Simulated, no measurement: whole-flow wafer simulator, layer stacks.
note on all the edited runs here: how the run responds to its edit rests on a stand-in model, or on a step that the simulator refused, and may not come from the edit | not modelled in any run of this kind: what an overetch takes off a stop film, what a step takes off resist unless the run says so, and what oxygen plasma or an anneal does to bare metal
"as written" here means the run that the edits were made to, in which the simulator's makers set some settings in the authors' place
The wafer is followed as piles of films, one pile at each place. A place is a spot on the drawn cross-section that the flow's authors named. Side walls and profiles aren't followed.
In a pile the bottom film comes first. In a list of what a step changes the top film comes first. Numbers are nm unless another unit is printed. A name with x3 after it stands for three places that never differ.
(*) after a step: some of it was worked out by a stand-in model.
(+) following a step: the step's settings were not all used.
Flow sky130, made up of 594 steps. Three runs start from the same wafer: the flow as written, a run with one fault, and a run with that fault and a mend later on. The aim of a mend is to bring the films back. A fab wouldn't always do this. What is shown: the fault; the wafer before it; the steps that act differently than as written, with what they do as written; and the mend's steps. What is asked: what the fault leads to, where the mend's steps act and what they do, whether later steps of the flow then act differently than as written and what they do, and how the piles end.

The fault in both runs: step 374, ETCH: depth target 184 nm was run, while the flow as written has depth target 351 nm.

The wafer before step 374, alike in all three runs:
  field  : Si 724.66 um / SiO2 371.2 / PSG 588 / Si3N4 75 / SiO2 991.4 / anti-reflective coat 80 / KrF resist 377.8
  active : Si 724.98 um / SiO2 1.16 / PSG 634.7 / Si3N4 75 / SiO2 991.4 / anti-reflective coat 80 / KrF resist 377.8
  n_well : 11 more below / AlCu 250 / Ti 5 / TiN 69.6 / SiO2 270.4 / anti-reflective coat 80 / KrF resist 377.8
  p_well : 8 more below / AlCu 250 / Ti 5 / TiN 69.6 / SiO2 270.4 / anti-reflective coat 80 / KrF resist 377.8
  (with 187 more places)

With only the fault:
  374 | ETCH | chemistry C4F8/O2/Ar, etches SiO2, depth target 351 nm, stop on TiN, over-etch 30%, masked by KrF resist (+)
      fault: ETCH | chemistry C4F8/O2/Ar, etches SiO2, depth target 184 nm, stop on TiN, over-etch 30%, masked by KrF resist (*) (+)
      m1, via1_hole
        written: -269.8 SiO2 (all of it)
        fault: -184 SiO2
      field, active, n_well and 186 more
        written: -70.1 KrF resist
        fault: -36.8 KrF resist
  Steps later in the flow that act otherwise than as written (8 other steps are not shown; they differ only slightly, by no more than 2% or 0.5 nm, whichever is larger):
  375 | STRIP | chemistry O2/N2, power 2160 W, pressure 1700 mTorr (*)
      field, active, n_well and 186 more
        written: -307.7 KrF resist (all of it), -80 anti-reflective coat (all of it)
        fault: -341 KrF resist (all of it), -80 anti-reflective coat (all of it)
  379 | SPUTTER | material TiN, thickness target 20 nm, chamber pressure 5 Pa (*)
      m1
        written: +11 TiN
        fault: +12.7 TiN (new film)
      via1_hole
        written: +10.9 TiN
        fault: +12.7 TiN (new film)
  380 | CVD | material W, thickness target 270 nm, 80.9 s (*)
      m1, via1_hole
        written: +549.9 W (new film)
        fault: +461.9 W (new film)
  By the end, the piles at m1, via1_hole depart from the flow's by more than 2% or 0.5 nm, whichever is larger.
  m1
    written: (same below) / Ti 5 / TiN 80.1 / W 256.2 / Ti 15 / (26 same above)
    fault: (same below) / Ti 5 / TiN 69.6 / SiO2 85.8 / TiN 12.7 / W 168.3 / Ti 15 / (26 same above)
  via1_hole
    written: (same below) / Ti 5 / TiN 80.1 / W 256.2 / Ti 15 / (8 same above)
    fault: (same below) / Ti 5 / TiN 69.6 / SiO2 85.8 / TiN 12.7 / W 168.3 / Ti 15 / (8 same above)

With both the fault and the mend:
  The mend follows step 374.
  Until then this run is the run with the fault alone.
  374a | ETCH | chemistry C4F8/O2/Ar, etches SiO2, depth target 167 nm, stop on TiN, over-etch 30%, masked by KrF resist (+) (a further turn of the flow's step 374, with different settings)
      field, active, n_well and 186 more
        -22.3 KrF resist
      m1, via1_hole
        -85.8 SiO2 (all of it)
  Steps later in the flow that act otherwise than as written:
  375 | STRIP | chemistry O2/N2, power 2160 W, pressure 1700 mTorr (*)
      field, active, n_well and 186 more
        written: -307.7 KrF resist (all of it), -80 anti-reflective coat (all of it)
        mend: -318.7 KrF resist (all of it), -80 anti-reflective coat (all of it)
  The piles end the same as the flow's at every place that both follow.
